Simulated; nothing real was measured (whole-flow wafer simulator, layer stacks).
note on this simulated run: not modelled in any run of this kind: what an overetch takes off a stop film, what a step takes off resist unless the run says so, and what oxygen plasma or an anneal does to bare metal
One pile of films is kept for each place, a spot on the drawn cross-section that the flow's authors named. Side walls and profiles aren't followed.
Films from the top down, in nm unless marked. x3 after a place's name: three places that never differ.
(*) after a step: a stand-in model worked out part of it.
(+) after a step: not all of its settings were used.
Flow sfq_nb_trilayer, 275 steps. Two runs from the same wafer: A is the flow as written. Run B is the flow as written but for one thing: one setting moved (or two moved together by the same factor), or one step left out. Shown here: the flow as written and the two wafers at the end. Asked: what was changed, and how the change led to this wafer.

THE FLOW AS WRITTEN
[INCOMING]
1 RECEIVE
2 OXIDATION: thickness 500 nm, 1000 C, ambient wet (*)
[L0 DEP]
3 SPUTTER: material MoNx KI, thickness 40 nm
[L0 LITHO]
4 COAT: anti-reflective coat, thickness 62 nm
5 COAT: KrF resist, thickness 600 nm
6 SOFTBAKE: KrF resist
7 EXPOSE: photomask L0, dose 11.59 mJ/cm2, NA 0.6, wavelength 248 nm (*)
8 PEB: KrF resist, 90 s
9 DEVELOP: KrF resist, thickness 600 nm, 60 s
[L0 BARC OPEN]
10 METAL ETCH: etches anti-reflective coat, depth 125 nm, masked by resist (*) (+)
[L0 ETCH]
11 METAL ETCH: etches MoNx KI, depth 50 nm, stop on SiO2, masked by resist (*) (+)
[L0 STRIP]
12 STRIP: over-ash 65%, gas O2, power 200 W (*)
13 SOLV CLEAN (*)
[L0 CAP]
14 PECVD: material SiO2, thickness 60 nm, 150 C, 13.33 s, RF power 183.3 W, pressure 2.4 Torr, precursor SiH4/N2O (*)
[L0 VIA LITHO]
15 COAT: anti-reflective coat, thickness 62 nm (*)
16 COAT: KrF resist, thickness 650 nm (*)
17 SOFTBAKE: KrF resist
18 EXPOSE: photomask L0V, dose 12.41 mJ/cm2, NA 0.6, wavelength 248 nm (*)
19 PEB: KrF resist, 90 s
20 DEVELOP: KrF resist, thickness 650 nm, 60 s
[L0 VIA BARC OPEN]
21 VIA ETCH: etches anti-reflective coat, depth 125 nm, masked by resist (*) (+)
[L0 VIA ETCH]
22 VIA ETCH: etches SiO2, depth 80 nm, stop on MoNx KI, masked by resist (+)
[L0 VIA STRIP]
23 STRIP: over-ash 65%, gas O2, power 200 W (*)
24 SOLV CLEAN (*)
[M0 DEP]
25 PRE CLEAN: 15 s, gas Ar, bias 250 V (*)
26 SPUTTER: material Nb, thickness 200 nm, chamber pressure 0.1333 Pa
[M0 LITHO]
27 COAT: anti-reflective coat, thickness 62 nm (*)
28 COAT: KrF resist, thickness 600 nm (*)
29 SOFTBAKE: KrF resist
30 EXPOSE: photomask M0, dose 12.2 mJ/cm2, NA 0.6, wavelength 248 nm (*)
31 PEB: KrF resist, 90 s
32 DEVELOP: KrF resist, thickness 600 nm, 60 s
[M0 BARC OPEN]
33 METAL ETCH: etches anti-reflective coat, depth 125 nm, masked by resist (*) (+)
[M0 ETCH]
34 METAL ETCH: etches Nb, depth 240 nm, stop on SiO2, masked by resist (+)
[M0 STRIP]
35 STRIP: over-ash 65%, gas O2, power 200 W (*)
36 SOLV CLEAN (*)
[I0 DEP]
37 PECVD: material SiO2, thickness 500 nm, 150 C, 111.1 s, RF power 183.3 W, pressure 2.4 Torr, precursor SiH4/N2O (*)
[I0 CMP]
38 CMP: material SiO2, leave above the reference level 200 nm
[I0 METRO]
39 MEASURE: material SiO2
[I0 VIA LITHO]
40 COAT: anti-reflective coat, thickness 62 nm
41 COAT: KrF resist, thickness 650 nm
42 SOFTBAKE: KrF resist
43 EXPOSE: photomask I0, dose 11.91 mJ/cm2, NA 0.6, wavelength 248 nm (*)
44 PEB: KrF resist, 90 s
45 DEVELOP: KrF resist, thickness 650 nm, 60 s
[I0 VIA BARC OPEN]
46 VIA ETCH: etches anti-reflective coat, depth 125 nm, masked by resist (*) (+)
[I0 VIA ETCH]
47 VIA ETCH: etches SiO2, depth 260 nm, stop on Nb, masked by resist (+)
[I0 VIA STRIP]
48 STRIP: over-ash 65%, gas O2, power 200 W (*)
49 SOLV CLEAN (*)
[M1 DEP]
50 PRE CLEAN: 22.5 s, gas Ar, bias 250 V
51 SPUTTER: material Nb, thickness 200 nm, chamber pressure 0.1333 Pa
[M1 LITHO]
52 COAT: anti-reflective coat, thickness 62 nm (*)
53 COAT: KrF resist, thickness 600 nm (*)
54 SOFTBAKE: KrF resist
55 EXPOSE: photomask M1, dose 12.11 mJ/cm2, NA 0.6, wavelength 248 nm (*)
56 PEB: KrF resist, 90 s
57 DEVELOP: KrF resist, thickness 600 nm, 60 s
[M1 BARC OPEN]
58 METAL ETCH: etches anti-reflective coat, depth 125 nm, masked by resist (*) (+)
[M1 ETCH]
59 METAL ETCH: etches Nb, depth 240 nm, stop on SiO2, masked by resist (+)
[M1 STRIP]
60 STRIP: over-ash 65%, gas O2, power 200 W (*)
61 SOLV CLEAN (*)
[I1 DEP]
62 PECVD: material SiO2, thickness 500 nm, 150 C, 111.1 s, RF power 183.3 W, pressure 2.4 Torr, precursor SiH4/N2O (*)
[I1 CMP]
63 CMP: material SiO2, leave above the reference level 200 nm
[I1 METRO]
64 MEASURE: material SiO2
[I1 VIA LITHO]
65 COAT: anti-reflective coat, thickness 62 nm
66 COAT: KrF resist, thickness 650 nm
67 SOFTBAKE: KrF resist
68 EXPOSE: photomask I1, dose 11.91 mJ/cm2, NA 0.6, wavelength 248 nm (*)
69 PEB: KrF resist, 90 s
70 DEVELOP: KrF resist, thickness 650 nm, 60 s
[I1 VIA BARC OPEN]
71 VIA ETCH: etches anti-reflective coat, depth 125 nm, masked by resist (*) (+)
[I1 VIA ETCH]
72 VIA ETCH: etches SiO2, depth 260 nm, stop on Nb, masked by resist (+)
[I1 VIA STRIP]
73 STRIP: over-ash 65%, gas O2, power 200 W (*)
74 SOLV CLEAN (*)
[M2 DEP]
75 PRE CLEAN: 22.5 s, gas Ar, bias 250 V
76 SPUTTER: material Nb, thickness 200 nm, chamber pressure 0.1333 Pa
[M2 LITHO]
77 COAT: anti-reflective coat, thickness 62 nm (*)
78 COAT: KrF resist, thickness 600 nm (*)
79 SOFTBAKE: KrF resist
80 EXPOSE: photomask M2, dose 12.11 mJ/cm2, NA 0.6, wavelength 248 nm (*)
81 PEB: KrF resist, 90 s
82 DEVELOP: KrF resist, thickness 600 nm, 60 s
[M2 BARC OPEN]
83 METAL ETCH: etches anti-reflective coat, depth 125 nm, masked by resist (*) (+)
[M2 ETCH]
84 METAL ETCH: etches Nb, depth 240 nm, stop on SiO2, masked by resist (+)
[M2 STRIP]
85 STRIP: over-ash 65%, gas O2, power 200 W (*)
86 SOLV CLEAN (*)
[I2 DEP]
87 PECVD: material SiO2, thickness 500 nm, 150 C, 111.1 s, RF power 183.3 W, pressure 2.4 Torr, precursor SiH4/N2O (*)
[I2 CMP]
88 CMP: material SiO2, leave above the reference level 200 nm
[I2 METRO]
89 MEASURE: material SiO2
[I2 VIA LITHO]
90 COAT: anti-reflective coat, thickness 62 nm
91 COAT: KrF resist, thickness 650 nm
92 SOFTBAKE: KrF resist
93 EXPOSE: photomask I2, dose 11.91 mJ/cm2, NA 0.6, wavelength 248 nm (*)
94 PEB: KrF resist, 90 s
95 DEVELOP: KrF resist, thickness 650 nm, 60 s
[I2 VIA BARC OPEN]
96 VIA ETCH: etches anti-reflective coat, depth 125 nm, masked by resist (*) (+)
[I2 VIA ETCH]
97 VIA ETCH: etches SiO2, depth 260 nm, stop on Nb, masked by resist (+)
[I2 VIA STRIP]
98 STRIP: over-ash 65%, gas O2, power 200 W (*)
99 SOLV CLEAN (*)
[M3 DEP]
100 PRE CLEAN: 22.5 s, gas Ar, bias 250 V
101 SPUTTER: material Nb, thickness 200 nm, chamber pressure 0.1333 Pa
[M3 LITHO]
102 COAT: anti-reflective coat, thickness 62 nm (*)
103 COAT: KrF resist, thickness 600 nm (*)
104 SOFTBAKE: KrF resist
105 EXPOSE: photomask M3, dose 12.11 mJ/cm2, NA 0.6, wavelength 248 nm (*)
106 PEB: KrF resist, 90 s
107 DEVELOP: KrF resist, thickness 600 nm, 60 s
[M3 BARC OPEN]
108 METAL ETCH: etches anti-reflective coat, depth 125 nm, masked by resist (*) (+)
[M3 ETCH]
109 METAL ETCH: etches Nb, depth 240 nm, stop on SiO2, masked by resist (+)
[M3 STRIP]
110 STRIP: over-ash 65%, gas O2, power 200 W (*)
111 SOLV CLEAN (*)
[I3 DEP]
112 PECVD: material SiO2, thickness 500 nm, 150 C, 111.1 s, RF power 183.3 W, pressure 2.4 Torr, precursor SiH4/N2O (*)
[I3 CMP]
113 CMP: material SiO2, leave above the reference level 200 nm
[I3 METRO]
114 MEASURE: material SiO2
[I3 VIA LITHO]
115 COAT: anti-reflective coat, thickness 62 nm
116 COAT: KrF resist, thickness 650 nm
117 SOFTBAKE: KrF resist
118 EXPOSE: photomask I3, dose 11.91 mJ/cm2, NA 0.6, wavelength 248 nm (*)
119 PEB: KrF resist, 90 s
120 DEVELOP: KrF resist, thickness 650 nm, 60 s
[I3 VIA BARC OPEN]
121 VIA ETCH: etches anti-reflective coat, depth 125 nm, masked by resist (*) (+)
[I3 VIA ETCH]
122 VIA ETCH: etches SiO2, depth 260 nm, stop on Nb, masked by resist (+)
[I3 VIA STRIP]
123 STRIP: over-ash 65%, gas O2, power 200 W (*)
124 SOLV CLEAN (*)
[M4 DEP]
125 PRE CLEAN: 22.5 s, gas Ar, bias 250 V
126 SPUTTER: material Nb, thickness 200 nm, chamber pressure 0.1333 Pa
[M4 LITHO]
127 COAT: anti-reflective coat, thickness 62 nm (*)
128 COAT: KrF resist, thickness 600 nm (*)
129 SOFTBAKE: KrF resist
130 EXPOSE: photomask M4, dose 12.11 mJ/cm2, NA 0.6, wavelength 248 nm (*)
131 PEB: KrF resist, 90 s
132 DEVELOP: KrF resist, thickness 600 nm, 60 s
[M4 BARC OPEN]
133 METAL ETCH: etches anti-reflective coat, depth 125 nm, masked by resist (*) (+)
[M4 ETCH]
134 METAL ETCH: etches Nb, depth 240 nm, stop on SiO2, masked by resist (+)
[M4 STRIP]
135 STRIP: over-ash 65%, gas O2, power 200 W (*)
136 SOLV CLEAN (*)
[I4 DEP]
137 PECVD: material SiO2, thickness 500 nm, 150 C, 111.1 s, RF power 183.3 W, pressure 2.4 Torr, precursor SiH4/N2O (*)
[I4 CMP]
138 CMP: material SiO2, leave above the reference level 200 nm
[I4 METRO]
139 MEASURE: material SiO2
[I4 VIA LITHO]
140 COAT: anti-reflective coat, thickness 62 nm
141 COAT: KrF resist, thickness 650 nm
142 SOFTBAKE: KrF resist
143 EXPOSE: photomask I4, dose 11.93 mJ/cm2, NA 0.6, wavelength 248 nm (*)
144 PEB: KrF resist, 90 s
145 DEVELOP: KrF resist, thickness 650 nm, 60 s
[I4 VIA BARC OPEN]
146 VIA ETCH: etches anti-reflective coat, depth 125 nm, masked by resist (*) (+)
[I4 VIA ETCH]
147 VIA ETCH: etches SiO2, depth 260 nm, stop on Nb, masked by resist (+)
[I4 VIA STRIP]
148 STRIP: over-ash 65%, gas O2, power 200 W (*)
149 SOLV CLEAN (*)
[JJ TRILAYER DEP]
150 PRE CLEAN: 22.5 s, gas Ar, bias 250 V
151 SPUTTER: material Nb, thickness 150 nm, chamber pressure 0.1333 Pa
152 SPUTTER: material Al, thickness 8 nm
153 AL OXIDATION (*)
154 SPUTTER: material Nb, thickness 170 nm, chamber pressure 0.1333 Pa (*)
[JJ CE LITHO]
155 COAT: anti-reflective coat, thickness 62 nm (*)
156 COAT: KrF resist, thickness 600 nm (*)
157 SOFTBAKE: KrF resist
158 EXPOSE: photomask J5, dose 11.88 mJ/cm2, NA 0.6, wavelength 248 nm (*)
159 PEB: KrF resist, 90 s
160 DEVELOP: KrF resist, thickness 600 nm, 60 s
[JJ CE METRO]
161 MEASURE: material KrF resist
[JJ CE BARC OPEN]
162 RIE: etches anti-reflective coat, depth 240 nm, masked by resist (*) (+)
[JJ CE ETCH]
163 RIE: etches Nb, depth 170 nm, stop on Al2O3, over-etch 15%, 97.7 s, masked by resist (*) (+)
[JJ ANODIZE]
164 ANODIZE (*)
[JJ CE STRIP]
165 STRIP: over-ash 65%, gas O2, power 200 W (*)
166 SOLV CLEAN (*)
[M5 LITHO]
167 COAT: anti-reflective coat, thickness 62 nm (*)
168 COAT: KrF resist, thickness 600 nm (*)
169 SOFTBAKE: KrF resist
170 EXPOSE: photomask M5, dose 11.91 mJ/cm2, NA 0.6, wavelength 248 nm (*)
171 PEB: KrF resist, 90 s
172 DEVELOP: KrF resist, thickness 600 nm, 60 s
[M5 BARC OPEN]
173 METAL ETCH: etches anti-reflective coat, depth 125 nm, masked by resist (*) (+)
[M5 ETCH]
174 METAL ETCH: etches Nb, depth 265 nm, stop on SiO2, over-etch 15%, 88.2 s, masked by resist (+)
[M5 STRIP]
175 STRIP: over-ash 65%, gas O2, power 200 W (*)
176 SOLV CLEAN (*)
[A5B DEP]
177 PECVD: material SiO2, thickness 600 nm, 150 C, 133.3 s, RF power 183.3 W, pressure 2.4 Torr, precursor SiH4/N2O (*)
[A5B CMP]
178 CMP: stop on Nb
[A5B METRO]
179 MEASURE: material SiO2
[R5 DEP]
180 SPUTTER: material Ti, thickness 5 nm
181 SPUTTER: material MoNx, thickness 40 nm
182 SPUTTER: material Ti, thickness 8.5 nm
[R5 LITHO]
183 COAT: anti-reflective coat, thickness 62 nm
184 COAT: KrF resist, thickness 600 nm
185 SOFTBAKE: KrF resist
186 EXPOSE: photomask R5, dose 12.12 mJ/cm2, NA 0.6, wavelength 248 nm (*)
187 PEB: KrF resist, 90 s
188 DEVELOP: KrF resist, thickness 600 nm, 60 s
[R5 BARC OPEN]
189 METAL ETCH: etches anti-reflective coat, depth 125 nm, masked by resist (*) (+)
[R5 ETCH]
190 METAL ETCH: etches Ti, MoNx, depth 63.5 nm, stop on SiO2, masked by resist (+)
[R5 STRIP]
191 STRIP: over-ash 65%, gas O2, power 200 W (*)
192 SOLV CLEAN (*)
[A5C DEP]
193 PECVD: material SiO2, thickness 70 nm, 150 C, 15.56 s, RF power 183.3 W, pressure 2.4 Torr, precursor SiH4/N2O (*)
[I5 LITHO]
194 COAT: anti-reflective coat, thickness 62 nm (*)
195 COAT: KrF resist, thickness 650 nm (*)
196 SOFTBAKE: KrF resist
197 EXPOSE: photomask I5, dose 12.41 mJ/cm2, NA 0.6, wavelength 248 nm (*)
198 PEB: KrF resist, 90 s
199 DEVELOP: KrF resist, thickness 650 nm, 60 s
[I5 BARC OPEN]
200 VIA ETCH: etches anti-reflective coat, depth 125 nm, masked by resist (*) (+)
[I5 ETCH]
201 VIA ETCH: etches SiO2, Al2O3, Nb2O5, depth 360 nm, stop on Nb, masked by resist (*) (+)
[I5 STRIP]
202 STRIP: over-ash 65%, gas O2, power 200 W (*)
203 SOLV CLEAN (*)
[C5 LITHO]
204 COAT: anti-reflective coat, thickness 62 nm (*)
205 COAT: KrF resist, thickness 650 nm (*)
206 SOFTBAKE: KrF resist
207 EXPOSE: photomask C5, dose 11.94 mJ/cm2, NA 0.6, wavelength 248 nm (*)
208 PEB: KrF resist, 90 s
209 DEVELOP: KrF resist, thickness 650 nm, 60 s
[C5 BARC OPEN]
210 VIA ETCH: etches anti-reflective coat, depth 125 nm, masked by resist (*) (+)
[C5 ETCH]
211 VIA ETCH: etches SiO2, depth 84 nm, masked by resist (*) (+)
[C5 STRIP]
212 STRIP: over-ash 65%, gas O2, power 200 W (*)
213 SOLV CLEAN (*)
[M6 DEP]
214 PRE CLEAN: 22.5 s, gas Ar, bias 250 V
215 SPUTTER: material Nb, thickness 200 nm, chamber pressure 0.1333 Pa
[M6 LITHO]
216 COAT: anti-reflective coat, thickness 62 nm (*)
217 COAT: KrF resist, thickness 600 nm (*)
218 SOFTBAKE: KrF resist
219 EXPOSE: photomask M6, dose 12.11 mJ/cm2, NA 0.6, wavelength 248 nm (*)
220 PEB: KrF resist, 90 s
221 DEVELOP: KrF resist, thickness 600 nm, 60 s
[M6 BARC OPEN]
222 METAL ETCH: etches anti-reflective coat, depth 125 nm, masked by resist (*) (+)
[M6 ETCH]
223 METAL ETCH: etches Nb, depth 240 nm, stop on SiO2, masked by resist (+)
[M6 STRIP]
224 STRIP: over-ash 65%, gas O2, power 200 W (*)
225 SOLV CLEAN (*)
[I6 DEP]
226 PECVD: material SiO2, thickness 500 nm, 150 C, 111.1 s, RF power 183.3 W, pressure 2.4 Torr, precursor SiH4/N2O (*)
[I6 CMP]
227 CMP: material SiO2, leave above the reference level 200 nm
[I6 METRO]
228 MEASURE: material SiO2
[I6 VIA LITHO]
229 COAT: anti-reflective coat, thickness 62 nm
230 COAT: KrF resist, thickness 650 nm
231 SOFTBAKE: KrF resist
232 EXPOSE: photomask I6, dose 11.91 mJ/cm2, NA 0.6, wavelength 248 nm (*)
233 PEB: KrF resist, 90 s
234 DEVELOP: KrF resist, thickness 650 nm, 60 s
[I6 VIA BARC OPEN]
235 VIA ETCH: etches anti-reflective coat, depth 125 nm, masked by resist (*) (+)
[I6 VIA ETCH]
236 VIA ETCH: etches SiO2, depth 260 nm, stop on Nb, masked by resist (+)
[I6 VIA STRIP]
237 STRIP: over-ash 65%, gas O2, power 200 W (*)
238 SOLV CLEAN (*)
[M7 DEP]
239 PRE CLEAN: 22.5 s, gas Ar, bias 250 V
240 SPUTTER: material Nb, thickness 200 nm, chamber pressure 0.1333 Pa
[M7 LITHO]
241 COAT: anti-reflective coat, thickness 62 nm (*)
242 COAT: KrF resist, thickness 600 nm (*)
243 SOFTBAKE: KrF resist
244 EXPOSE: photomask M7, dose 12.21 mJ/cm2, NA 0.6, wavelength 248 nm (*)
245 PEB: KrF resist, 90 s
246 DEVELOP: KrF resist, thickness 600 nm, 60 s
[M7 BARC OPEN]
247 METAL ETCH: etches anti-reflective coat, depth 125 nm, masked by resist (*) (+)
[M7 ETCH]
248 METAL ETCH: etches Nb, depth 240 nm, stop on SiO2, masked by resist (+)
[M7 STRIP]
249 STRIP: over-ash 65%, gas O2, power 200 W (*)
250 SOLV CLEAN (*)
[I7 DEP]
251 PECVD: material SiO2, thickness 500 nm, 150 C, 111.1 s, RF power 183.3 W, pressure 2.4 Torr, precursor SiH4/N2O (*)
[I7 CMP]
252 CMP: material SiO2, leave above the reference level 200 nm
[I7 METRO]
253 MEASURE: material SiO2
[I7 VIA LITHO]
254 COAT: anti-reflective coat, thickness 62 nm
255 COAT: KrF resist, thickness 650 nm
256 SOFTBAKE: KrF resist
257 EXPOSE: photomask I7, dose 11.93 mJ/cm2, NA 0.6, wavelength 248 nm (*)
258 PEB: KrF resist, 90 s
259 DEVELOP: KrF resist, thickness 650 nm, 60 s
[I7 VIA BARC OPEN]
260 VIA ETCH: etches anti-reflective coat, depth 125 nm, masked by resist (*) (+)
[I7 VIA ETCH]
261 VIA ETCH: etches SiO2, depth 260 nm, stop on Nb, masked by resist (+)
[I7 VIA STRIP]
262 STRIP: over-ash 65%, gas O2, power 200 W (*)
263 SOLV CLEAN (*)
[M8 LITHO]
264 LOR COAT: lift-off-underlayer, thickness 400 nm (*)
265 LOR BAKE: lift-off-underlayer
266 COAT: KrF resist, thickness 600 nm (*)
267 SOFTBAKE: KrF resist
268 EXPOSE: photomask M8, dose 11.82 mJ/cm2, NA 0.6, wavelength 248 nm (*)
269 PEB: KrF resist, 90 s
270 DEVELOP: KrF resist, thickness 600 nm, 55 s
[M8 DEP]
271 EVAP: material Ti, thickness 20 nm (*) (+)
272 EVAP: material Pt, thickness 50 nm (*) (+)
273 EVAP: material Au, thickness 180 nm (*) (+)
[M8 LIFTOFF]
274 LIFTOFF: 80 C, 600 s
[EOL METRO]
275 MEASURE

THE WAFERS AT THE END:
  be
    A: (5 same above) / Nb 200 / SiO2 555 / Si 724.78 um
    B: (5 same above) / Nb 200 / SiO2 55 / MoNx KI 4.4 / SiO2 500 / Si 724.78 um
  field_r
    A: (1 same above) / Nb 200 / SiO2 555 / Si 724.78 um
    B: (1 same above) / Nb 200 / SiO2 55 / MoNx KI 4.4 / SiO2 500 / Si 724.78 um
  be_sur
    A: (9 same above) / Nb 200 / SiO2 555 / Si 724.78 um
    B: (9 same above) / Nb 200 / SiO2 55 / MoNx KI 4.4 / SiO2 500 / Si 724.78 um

The cause: step 3, SPUTTER: thickness 54.4 nm was run, where the flow has thickness 40 nm.

How the change led to this, step by step:
  3 SPUTTER: material MoNx KI, thickness 40 nm
      field_l, v_sur, via_wl and 103 more: A MoNx KI +40 (new film) | B MoNx KI +54.4 (new film)
  11 METAL ETCH: etches MoNx KI, depth 50 nm, stop on SiO2, masked by resist (*) (+)
      v_sur, via_wl, via_w and 97 more: A MoNx KI -40 (all of it) | B MoNx KI -50
  14 PECVD: material SiO2, thickness 60 nm, 150 C, 13.33 s, RF power 183.3 W, pressure 2.4 Torr, precursor SiH4/N2O (*)
      v_sur, via_wl, via_w and 97 more: A SiO2 +60 | B SiO2 +60 (new film)
  15 COAT: anti-reflective coat, thickness 62 nm (*)
      field_l: A anti-reflective coat +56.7 (new film) | B anti-reflective coat +55.5 (new film)
      v_sur: A anti-reflective coat +72.2 (new film) | B anti-reflective coat +74.9 (new film)
      (and at 2 more places)
  23 STRIP: over-ash 65%, gas O2, power 200 W (*)
      field_l: A KrF resist -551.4 (all of it), anti-reflective coat -56.7 (all of it) | B KrF resist -549.3 (all of it), anti-reflective coat -55.5 (all of it)
      v_sur: A KrF resist -570.5 (all of it), anti-reflective coat -72.2 (all of it) | B KrF resist -573.1 (all of it), anti-reflective coat -74.9 (all of it)
      (and at 2 more places)
  27 COAT: anti-reflective coat, thickness 62 nm (*)
      v_sur: A anti-reflective coat +72.3 (new film) | B anti-reflective coat +75.1 (new film)
      l0_sur: A anti-reflective coat +47.5 (new film) | B anti-reflective coat +46.5 (new film)
      (and at 1 more place)
  35 STRIP: over-ash 65%, gas O2, power 200 W (*)
      v_sur: A KrF resist -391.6 (all of it), anti-reflective coat -72.3 (all of it) | B KrF resist -393.9 (all of it), anti-reflective coat -75.1 (all of it)
      l0_sur: A KrF resist -372 (all of it), anti-reflective coat -47.5 (all of it) | B KrF resist -369.2 (all of it), anti-reflective coat -46.5 (all of it)
      (and at 1 more place)
  38 CMP: material SiO2, leave above the reference level 200 nm
      field_l, l0_sur, l0r_line_l, l0r_line_c, l0r_line_r: A SiO2 -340 | B SiO2 -350
      l0v: A SiO2 -277.8 | B SiO2 -287.8
Counting metal films that touch as one body, be has 4 bodies (between them, from the top down: SiO2 503.2; SiO2 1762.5; SiO2 55); the flow as written gives 3 bodies (between them, from the top down: SiO2 503.2; SiO2 1762.5).
Counting metal films that touch as one body, field_r has 2 bodies (between them, from the top down: SiO2 55); the flow as written gives 1 body.
Counting metal films that touch as one body, be_sur has 5 bodies (between them, from the top down: SiO2 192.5; SiO2 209 / Al2O3 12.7 / Nb2O5 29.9; SiO2 1762.5; SiO2 55); the flow as written gives 4 bodies (between them, from the top down: SiO2 192.5; SiO2 209 / Al2O3 12.7 / Nb2O5 29.9; SiO2 1762.5).
